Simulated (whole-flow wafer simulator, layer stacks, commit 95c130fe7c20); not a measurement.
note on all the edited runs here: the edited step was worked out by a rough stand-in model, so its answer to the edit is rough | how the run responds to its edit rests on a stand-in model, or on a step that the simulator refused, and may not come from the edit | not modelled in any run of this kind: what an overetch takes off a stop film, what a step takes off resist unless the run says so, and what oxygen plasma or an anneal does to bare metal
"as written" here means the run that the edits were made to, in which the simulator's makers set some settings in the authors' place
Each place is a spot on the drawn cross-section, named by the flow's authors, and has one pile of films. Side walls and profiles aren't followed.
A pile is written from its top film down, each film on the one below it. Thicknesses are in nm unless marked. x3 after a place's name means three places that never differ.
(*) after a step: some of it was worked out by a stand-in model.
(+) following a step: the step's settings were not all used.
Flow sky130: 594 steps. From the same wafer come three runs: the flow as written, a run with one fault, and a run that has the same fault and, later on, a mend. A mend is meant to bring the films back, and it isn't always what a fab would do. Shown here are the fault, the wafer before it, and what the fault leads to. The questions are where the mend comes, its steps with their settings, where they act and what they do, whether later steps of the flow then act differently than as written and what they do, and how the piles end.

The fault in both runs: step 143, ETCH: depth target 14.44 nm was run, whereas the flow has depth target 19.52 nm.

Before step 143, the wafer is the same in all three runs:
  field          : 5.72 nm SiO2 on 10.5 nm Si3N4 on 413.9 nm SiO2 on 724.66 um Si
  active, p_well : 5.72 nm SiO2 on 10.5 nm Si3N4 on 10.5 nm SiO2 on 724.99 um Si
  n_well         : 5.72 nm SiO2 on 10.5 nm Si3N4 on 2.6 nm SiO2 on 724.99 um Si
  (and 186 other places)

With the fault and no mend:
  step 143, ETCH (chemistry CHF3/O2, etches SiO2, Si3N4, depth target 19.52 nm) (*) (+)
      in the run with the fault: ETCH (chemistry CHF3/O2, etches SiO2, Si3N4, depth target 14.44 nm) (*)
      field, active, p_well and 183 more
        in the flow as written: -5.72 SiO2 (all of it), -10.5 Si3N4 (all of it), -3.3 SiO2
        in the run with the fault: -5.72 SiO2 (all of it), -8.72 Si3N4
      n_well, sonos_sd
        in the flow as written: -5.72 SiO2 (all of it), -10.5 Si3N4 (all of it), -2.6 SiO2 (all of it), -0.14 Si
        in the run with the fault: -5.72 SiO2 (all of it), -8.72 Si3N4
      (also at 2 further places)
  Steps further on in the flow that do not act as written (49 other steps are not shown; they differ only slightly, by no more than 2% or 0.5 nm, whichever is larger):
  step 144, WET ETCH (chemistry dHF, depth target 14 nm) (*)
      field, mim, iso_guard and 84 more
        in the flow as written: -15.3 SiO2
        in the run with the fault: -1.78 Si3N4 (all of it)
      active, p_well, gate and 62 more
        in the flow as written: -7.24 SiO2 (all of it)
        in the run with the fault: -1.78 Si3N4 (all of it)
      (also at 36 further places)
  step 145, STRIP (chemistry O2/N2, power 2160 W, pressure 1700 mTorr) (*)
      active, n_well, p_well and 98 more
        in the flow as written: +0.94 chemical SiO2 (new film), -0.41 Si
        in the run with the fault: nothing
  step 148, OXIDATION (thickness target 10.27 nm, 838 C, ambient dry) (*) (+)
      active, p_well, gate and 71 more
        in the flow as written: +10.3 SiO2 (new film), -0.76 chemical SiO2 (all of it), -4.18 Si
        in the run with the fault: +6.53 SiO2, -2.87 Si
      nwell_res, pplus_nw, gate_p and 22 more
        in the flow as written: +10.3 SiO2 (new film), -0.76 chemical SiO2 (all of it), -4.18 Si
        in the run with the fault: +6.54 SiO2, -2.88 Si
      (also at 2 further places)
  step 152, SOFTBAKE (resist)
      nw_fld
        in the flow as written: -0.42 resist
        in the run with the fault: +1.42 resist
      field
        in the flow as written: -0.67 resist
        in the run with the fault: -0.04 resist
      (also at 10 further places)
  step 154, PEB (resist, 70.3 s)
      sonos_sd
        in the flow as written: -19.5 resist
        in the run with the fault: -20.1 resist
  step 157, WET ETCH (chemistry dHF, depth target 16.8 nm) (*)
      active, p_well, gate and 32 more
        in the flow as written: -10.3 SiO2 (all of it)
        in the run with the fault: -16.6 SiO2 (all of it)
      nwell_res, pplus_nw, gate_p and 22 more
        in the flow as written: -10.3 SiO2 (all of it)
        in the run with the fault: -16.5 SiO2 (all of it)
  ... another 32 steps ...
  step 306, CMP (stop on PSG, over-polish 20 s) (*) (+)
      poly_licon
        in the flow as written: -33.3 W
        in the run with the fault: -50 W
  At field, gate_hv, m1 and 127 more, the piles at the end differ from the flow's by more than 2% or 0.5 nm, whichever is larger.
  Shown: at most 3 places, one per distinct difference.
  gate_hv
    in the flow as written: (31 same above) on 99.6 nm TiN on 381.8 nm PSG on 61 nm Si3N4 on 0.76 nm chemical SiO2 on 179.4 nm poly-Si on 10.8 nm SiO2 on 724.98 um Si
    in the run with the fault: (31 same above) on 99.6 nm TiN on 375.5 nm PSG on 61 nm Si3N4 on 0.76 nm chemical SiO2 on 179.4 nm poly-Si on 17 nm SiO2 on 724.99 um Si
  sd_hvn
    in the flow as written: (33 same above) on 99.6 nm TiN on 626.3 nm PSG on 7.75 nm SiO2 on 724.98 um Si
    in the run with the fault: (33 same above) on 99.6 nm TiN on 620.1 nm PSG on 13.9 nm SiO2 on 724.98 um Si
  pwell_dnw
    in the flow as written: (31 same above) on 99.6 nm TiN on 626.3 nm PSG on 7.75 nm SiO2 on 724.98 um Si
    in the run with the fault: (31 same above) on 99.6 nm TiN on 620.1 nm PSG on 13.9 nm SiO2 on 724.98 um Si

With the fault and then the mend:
  After step 143 comes the mend.
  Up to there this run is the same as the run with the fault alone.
  step 143a, ETCH (chemistry CHF3/O2, etches SiO2, Si3N4, depth target 5.075 nm) (*) (+) (the flow's step 143 again, with other settings)
      field, active, p_well and 183 more
        -1.78 Si3N4 (all of it), -3.3 SiO2
      n_well, sonos_sd
        -1.78 Si3N4 (all of it), -2.6 SiO2 (all of it), -0.14 Si
      sonos_cell, sonos_cell_x
        -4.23 resist
  Later steps of the flow that are run all act as written at every place that is followed, up to a difference of at most 2% or 0.5 nm, whichever is larger.
  When the end is reached, the piles differ only a little from the flow's at the places that both follow, at most by 2% or 0.5 nm, whichever is larger.
